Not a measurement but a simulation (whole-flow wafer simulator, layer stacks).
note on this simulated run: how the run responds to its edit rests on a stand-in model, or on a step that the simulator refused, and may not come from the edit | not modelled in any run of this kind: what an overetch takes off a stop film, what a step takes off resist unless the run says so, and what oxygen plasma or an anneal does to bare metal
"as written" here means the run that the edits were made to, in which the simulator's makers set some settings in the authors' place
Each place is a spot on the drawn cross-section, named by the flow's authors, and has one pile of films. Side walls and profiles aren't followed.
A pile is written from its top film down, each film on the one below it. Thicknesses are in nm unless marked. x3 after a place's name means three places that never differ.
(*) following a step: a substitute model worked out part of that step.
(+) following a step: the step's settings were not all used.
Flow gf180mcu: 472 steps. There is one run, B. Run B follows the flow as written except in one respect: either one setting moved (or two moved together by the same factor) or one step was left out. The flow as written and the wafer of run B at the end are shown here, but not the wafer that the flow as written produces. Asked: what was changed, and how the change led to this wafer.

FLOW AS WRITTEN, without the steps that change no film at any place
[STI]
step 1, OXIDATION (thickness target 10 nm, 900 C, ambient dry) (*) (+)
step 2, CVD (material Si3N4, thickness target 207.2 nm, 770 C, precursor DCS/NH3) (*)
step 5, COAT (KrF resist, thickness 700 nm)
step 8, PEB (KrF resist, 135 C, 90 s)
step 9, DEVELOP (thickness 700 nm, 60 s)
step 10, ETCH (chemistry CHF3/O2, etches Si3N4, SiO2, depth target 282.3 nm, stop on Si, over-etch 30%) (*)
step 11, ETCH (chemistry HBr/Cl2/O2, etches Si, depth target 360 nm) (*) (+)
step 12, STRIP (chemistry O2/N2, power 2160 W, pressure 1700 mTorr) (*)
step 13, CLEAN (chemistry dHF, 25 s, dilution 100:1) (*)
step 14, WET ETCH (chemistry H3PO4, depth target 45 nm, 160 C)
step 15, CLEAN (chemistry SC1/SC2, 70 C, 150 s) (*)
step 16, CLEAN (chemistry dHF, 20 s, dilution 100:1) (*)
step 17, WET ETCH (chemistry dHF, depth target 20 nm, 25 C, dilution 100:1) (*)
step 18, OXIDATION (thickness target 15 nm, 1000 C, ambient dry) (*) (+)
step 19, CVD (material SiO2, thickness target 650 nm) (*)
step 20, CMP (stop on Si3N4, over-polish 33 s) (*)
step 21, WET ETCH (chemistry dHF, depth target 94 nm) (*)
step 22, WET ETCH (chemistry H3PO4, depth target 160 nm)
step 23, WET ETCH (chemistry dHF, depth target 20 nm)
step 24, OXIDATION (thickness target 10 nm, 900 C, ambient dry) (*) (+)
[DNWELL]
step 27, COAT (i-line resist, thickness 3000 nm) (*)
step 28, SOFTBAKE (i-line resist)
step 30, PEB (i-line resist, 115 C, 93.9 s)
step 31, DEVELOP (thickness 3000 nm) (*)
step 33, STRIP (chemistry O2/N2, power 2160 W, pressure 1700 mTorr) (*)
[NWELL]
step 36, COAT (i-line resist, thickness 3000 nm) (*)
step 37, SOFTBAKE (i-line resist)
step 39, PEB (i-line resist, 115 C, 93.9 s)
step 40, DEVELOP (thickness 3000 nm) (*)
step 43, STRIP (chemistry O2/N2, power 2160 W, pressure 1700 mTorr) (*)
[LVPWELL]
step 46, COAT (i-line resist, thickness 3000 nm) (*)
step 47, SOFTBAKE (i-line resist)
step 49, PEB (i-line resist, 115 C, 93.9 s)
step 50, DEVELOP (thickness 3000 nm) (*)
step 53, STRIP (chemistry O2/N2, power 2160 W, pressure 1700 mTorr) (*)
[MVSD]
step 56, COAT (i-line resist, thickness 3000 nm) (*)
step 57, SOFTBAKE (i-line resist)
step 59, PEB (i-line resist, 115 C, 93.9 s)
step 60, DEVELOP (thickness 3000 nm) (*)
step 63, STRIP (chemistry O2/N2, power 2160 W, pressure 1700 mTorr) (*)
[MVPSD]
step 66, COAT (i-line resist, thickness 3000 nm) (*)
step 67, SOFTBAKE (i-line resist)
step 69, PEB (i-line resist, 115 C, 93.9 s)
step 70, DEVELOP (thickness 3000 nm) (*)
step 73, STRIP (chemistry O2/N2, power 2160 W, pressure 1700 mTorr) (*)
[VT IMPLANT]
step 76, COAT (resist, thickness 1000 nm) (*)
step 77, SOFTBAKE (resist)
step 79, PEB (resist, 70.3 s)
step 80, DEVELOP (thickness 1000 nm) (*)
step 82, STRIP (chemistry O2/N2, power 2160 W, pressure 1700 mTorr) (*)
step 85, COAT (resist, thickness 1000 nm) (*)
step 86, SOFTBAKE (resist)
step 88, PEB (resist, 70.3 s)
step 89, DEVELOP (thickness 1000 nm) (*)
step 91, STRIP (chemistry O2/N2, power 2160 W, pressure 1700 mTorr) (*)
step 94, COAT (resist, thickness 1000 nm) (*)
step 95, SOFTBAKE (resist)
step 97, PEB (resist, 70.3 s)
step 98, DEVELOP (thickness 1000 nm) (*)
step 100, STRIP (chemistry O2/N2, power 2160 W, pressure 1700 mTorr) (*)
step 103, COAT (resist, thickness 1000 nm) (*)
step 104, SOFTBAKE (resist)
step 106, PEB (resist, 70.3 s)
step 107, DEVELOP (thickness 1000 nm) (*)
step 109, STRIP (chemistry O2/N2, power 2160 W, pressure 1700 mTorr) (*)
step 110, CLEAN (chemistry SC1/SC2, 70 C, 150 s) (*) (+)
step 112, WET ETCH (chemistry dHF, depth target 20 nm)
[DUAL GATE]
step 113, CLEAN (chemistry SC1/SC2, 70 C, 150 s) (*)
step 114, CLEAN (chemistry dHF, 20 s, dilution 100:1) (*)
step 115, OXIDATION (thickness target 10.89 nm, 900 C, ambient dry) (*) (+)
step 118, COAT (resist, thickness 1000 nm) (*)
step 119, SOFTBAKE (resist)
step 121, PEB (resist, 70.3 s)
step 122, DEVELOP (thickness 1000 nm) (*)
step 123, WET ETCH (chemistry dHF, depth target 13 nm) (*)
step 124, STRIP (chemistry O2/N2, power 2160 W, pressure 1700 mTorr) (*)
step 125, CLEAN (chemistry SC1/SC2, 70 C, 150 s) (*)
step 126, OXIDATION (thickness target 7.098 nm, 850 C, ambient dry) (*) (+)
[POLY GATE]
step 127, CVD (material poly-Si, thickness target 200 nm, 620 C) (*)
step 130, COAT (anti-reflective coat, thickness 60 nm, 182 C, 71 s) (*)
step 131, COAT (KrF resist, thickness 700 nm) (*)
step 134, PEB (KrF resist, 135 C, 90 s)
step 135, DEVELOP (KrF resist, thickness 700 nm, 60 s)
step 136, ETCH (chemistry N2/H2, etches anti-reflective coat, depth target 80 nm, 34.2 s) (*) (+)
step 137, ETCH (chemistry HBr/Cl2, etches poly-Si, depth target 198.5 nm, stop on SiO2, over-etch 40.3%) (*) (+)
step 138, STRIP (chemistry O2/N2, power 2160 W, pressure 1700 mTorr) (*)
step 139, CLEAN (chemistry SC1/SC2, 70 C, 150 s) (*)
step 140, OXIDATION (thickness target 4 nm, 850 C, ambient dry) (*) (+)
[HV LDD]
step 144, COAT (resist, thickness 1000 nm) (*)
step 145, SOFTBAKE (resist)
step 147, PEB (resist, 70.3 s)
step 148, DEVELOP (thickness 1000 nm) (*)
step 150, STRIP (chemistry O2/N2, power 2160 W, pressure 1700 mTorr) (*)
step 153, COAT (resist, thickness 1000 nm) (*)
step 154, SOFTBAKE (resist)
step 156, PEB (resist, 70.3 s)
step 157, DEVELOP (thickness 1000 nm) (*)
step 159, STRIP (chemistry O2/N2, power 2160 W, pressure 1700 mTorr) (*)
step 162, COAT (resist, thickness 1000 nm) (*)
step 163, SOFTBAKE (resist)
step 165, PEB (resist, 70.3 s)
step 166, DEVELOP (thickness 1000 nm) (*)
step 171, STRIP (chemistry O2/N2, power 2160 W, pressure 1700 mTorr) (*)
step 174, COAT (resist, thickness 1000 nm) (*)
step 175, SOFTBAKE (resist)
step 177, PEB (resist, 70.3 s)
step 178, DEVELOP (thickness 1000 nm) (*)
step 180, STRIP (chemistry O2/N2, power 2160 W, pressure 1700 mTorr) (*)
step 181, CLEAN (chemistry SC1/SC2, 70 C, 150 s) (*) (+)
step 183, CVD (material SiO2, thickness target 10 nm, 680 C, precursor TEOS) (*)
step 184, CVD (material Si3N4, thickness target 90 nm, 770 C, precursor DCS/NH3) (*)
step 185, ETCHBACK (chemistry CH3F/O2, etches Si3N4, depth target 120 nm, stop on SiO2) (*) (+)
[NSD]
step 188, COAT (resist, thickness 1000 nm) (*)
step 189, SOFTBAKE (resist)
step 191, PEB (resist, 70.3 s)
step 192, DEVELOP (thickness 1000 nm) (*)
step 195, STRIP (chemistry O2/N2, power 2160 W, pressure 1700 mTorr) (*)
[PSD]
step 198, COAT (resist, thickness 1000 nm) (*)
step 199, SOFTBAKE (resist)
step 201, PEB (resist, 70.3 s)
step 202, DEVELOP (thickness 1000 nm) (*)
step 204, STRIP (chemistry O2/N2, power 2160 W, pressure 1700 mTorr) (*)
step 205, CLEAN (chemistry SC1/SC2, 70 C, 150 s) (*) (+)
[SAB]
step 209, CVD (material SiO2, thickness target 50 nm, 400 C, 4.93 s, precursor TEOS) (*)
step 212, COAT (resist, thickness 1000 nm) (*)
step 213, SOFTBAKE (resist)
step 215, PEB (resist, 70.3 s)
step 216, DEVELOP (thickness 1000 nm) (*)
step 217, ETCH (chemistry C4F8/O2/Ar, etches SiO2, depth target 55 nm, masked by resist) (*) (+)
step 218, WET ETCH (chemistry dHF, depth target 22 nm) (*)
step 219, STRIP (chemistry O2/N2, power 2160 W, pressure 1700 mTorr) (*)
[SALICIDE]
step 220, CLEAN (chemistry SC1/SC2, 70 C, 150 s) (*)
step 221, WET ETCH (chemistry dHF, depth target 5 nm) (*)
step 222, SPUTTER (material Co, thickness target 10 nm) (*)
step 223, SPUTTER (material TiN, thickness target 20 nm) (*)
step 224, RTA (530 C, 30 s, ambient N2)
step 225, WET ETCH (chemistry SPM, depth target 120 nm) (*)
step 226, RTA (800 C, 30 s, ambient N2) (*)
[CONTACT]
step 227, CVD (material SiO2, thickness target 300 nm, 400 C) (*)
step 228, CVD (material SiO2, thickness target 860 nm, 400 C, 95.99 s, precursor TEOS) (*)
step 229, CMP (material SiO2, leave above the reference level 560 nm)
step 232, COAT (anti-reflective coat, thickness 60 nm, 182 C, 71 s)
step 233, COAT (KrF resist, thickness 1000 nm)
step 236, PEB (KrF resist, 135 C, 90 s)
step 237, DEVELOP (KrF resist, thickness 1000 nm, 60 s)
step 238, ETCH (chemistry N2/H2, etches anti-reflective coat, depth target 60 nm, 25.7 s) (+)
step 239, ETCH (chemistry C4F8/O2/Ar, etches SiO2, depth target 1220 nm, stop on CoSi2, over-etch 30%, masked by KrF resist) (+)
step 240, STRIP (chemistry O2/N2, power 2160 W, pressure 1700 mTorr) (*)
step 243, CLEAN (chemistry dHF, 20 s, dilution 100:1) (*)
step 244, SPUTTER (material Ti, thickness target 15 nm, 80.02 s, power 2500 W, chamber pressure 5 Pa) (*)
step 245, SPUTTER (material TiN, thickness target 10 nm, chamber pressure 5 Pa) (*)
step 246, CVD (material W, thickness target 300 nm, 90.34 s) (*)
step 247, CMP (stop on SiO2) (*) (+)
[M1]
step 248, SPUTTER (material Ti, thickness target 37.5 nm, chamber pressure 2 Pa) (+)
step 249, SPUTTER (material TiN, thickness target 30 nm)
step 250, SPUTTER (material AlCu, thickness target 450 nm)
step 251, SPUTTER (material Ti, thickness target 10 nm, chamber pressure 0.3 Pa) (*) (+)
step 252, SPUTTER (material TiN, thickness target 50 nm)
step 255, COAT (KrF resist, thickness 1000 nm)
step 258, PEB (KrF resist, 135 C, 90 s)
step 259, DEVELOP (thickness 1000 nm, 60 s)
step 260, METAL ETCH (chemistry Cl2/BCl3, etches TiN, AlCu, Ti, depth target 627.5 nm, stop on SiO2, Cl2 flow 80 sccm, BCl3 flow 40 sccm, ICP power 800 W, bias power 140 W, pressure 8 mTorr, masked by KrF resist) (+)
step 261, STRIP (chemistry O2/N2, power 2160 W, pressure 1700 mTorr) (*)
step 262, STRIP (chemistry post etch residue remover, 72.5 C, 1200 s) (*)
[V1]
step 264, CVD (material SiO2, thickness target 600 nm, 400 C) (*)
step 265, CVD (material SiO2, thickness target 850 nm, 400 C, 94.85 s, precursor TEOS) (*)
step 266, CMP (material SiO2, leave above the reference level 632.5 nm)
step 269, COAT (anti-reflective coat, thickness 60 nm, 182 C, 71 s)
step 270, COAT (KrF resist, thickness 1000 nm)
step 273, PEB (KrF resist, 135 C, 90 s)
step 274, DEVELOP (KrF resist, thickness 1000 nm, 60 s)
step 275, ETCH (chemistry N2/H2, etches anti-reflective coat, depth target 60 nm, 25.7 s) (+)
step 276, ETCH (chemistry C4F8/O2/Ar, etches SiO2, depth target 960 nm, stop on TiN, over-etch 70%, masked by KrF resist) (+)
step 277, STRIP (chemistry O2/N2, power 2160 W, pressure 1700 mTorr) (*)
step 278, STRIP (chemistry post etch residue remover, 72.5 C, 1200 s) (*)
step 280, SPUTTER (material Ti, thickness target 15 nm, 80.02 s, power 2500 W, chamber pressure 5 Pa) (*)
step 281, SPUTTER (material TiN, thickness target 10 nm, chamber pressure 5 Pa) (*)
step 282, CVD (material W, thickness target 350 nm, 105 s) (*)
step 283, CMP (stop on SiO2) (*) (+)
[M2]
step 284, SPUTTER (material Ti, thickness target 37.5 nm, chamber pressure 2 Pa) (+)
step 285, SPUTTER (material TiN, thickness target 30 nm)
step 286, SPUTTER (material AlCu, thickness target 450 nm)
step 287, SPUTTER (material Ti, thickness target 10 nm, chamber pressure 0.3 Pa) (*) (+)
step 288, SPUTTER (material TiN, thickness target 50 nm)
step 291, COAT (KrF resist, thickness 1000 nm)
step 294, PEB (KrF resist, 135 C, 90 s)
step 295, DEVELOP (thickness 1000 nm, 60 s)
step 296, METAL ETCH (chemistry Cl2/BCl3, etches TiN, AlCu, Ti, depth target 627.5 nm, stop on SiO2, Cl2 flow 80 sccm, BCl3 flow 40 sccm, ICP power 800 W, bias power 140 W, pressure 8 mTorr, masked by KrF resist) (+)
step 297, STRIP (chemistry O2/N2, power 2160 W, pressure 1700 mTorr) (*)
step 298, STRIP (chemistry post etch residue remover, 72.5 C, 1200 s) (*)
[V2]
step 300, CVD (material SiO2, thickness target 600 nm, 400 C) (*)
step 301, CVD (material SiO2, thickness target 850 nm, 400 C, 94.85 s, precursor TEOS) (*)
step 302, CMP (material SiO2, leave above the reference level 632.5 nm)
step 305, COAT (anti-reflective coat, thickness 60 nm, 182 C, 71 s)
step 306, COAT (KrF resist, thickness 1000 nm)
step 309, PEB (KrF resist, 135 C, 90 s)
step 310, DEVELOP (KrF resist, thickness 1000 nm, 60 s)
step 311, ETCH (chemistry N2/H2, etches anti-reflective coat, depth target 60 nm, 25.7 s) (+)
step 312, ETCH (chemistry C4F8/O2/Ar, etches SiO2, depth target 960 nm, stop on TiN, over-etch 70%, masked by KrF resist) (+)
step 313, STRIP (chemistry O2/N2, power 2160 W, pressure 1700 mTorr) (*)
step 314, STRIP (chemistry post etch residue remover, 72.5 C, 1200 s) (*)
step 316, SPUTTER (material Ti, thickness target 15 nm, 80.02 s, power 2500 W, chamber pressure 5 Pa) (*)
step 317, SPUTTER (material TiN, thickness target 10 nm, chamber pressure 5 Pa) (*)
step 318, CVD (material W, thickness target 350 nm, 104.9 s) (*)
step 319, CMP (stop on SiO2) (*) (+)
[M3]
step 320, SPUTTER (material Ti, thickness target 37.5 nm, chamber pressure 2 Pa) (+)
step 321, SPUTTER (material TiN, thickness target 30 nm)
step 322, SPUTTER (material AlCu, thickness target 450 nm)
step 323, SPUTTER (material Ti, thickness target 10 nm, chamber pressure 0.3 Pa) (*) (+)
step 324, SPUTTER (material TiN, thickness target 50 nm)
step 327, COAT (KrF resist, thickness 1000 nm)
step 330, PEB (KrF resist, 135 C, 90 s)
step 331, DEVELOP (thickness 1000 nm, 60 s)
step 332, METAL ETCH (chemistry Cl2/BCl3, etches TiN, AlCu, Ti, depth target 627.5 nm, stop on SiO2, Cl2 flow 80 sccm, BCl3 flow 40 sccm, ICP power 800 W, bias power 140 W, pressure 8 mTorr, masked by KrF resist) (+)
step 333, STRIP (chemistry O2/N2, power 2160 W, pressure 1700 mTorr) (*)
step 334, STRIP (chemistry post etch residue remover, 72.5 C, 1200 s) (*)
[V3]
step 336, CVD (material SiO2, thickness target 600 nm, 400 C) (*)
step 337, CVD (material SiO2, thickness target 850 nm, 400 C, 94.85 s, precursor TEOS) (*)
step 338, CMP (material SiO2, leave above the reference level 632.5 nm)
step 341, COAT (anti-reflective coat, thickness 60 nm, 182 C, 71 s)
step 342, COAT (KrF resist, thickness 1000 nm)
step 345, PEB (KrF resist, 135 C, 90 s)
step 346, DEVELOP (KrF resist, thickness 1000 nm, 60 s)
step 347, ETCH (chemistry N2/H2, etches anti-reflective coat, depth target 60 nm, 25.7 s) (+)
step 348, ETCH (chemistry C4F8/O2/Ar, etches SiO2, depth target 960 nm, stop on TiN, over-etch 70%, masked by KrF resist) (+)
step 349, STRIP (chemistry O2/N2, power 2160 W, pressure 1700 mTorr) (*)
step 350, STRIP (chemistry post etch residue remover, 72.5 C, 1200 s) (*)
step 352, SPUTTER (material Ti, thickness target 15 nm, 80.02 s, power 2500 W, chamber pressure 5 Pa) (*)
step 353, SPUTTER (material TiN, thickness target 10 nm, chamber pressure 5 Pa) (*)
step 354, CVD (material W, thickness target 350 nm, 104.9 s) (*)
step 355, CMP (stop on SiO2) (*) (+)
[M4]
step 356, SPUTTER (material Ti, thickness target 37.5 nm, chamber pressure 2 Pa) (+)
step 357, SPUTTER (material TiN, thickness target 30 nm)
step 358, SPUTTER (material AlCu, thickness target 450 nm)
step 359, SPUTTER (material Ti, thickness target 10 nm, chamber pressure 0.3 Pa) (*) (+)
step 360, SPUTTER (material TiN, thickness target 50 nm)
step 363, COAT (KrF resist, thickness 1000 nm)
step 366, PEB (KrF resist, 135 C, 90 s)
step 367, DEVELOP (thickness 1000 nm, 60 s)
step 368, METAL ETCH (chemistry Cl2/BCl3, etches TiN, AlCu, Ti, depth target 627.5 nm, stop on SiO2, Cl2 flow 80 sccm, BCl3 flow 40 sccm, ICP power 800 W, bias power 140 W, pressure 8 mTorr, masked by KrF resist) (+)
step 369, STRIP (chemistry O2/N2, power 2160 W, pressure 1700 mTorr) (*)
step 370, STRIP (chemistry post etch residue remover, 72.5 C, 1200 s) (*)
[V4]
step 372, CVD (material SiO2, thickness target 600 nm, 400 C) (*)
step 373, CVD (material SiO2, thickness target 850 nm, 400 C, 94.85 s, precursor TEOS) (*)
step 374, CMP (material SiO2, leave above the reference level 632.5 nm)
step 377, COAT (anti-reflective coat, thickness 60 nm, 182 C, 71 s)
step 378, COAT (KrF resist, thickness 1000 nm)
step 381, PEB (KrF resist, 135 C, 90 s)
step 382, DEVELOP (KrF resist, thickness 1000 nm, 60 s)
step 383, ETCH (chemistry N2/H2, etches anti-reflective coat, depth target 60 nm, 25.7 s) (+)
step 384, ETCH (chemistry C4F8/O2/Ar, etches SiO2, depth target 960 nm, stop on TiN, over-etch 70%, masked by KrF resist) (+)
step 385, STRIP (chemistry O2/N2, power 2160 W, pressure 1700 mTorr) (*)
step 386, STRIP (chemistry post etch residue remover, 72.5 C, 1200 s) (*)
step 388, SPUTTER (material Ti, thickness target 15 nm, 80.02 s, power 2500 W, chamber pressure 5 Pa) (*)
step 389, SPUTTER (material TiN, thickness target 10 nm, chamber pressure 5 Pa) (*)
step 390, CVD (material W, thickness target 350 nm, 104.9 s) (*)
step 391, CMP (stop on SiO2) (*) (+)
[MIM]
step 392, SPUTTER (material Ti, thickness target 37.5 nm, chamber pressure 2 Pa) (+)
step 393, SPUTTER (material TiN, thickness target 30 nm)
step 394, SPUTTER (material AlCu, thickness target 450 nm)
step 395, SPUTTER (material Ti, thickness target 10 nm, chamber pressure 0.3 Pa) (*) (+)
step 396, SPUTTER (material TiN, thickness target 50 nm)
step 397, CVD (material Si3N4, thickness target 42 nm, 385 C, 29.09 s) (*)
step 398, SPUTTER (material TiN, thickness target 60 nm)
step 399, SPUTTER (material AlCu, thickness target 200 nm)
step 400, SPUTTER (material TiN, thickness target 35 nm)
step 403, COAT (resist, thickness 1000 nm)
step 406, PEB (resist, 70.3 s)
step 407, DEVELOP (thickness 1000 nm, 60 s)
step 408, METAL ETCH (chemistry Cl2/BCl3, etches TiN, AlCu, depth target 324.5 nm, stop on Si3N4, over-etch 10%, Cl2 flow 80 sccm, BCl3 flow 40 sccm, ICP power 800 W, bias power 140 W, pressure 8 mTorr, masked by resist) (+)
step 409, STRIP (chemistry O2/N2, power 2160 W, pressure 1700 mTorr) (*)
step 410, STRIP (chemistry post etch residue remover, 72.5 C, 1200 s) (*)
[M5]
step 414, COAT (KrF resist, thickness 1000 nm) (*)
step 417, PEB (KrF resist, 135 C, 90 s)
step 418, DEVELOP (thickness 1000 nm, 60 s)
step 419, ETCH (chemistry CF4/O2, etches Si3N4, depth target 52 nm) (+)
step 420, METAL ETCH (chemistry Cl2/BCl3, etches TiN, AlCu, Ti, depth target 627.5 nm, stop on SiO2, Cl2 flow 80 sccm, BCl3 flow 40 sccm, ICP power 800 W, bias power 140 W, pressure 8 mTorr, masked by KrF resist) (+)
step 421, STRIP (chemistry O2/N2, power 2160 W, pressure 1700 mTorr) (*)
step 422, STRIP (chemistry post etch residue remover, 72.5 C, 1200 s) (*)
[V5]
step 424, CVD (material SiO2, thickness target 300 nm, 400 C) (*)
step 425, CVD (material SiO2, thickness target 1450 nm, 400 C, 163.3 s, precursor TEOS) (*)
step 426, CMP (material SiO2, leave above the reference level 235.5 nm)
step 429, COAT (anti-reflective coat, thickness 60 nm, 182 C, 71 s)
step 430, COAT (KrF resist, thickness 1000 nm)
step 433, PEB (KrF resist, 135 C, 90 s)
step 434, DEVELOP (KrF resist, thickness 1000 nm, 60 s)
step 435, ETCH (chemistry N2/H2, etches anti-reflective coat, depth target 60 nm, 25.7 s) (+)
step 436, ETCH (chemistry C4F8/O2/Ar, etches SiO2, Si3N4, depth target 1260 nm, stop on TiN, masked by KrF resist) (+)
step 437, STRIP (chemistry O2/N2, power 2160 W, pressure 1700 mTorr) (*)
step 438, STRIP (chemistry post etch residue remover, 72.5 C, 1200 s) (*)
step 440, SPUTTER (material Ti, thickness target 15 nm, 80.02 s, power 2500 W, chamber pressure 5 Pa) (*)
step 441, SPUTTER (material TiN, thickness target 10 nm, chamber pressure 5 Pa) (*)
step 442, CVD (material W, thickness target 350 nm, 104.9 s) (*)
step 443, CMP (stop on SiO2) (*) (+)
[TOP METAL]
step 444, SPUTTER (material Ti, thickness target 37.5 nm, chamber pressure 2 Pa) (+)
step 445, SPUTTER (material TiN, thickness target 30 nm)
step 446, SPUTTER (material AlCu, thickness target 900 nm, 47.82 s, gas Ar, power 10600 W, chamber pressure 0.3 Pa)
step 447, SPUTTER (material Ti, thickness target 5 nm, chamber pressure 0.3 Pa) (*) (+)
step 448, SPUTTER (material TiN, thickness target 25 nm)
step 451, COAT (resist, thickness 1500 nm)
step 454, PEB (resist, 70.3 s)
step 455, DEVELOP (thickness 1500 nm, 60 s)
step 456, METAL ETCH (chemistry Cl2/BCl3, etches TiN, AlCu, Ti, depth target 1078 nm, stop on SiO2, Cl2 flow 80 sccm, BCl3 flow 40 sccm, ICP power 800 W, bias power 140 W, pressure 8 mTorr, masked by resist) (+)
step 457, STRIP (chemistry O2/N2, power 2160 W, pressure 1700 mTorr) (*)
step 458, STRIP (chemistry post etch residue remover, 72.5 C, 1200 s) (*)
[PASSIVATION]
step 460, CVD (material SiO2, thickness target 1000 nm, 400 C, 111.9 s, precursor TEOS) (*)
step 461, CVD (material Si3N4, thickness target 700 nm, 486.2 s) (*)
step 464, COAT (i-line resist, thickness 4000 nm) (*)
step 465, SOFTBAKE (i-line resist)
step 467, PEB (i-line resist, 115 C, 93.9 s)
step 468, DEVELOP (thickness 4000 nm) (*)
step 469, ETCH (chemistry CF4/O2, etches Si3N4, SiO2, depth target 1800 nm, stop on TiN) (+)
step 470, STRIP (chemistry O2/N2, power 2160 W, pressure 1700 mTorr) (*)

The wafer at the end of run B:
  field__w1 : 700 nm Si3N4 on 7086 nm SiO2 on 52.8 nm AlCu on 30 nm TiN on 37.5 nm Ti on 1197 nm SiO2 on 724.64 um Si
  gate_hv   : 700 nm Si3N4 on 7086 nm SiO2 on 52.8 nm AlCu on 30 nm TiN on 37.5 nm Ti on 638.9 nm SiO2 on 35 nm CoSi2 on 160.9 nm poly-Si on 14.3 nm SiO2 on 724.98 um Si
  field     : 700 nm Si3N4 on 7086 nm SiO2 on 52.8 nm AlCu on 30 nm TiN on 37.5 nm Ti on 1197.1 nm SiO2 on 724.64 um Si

Cause: step 250, SPUTTER: thickness target 626 nm was run, while the flow as written has thickness target 450 nm.

How this came from the change, step by step:
  step 250, SPUTTER (material AlCu, thickness target 450 nm)
      field, field__w1, field__w2 and 108 more: AlCu gains 626 (new film) (in the flow as written it would be: AlCu gains 450 (new film))
  step 260, METAL ETCH (chemistry Cl2/BCl3, etches TiN, AlCu, Ti, depth target 627.5 nm, stop on SiO2, Cl2 flow 80 sccm, BCl3 flow 40 sccm, ICP power 800 W, bias power 140 W, pressure 8 mTorr, masked by KrF resist) (+)
      field, field__w1, field__w2 and 99 more: TiN loses 50 (all of it), Ti loses 10 (all of it), AlCu loses 567.5 (in the flow as written it would be: TiN loses 50 (all of it), Ti loses 10 (all of it), AlCu loses 450 (all of it), TiN loses 30 (all of it), Ti loses 37.5 (all of it))
  step 262, STRIP (chemistry post etch residue remover, 72.5 C, 1200 s) (*)
      field, field__w1, field__w2 and 99 more: AlCu loses 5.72 (in the flow as written it would be: nothing)
  step 264, CVD (material SiO2, thickness target 600 nm, 400 C) (*)
      field, field__w1, field__w2 and 99 more: SiO2 gains 600 (new film) (in the flow as written it would be: SiO2 gains 600)
  step 266, CMP (material SiO2, leave above the reference level 632.5 nm)
      field, field__w1, field__w2 and 99 more: SiO2 loses 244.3 (in the flow as written it would be: SiO2 loses 300)
Taking metal films that touch as one body, field__w1 has 1 body; the flow as written gives 0 bodies.
Taking metal films that touch as one body, gate_hv has 2 bodies (between them, from the top down: SiO2 638.9); the flow as written gives 1 body.
Taking metal films that touch as one body, field has 1 body; the flow as written gives 0 bodies.
